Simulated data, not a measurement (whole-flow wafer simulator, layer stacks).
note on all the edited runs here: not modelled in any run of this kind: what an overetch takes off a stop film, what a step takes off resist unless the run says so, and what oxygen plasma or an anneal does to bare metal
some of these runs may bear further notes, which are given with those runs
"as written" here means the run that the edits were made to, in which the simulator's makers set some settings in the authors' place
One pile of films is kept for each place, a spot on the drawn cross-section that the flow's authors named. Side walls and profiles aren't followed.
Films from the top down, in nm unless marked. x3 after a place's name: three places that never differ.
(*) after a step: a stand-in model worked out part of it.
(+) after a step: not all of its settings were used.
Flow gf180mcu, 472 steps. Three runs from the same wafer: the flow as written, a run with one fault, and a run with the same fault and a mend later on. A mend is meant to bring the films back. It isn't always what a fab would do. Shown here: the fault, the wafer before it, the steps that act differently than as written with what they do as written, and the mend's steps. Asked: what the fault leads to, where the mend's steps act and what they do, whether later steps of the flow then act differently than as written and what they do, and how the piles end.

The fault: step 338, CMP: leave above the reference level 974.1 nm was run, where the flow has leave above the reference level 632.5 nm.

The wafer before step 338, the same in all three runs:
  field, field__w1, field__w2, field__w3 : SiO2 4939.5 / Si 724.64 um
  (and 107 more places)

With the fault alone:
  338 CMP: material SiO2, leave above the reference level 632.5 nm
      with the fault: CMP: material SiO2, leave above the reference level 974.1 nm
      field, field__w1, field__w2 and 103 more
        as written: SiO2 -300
        with the fault: nothing
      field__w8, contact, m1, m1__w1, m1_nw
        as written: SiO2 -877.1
        with the fault: SiO2 -535.5
  Later steps of the flow that act differently than as written (7 more steps differ only slightly, by at most 2% or 0.5 nm, whichever is larger, and aren't shown):
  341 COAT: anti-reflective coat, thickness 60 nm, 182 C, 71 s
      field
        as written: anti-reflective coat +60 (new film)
        with the fault: anti-reflective coat +76.6 (new film)
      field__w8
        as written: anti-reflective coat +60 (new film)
        with the fault: anti-reflective coat +36.6 (new film)
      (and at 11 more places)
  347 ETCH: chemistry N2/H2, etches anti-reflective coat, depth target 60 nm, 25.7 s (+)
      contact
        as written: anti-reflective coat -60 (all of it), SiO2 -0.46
        with the fault: anti-reflective coat -38.1 (all of it), SiO2 -1.02
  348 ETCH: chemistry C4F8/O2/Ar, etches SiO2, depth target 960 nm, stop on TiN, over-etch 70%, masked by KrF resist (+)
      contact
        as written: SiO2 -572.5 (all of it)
        with the fault: SiO2 -913.5 (all of it)
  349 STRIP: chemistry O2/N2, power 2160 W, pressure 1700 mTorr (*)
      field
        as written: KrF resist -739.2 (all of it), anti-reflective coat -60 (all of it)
        with the fault: KrF resist -731 (all of it), anti-reflective coat -76.6 (all of it)
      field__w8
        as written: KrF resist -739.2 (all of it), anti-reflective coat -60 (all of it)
        with the fault: KrF resist -735.1 (all of it), anti-reflective coat -36.6 (all of it)
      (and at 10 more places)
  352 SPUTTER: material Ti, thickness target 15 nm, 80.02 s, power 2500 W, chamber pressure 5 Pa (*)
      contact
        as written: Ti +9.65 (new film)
        with the fault: Ti +8.11 (new film)
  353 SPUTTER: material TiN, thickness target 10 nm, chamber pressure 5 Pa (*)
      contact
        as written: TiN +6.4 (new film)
        with the fault: TiN +5.38 (new film)
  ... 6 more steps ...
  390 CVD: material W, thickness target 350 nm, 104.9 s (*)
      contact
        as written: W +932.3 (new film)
        with the fault: W +972.4 (new film)
  At the end the piles differ from the flow's by more than 2% or 0.5 nm, whichever is larger, at field, field__w1, field__w2 and 109 more.
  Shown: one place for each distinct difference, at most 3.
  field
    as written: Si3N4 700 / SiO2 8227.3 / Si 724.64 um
    with the fault: Si3N4 700 / SiO2 8567.3 / Si 724.64 um
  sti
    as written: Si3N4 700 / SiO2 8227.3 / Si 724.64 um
    with the fault: Si3N4 700 / SiO2 8567.2 / Si 724.64 um
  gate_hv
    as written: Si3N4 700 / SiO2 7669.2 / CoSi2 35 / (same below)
    with the fault: Si3N4 700 / SiO2 8009.1 / CoSi2 35 / (same below)

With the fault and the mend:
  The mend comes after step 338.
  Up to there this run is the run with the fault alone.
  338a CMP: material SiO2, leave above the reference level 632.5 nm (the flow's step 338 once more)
      field, field__w1, field__w2 and 103 more
        SiO2 -300
      field__w8, contact, m1, m1__w1, m1_nw
        SiO2 -341.6
  No later step of the flow acts differently than as written at any place that is followed.
  At the end the piles are the same as the flow's at every place that both follow.
